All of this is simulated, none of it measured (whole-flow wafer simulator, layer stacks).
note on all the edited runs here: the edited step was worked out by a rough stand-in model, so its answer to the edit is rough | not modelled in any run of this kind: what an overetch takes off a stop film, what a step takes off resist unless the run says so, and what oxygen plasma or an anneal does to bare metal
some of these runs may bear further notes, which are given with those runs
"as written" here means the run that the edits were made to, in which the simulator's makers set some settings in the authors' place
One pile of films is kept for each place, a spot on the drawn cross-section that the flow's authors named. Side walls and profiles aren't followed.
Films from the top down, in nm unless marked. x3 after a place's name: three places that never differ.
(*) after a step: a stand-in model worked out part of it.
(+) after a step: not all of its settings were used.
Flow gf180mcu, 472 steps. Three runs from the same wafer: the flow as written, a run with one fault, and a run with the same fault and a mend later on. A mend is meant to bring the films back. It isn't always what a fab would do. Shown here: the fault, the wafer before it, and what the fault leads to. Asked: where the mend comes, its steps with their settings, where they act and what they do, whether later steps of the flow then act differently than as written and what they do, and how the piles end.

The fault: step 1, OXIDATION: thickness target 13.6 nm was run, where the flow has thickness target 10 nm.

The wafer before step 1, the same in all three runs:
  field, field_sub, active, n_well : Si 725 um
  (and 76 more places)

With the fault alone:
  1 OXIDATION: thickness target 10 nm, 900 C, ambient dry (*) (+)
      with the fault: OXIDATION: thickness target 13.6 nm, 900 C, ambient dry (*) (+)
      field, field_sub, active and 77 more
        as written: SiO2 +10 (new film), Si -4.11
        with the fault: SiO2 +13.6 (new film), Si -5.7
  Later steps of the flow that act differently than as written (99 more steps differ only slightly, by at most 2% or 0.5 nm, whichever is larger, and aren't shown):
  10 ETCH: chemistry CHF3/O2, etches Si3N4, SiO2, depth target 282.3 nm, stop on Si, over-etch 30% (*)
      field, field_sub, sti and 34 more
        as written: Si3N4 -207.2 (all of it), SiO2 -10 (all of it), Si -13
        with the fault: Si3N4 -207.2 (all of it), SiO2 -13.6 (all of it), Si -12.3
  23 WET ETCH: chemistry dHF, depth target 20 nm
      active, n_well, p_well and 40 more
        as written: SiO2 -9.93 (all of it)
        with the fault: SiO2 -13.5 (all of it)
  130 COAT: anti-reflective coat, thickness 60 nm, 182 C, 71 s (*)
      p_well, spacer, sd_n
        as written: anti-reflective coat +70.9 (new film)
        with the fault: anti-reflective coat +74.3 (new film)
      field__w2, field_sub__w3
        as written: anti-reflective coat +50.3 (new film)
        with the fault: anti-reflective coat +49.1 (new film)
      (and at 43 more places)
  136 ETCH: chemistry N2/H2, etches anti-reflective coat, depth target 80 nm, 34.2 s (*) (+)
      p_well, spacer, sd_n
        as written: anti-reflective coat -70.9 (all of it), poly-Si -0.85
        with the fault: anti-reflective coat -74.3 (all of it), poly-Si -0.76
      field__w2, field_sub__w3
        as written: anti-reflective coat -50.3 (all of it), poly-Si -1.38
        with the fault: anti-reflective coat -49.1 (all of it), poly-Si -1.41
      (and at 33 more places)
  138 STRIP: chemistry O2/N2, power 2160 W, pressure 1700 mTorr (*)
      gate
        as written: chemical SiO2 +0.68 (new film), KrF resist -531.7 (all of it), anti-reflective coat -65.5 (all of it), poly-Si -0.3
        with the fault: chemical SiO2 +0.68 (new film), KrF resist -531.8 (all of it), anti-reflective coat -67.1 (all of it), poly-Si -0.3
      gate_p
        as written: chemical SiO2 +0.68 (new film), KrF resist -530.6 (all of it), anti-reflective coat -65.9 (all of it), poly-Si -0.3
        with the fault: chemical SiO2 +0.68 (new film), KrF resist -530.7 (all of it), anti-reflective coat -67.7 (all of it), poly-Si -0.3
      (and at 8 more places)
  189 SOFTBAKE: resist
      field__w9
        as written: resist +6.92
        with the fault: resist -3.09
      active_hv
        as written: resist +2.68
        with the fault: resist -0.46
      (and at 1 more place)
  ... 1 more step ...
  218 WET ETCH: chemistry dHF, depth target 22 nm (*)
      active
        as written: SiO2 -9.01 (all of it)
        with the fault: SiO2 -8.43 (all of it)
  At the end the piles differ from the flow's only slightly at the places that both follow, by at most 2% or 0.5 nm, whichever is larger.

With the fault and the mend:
  The mend comes after step 1.
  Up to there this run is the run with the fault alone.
  1a WET ETCH: chemistry dHF, depth target 3.6 nm, 25 C, dilution 100:1
      field, field_sub, active and 77 more
        SiO2 -3.6
  No later step of the flow acts differently than as written at any place that is followed.
  At the end the piles differ from the flow's only slightly at the places that both follow, by at most 2% or 0.5 nm, whichever is larger.
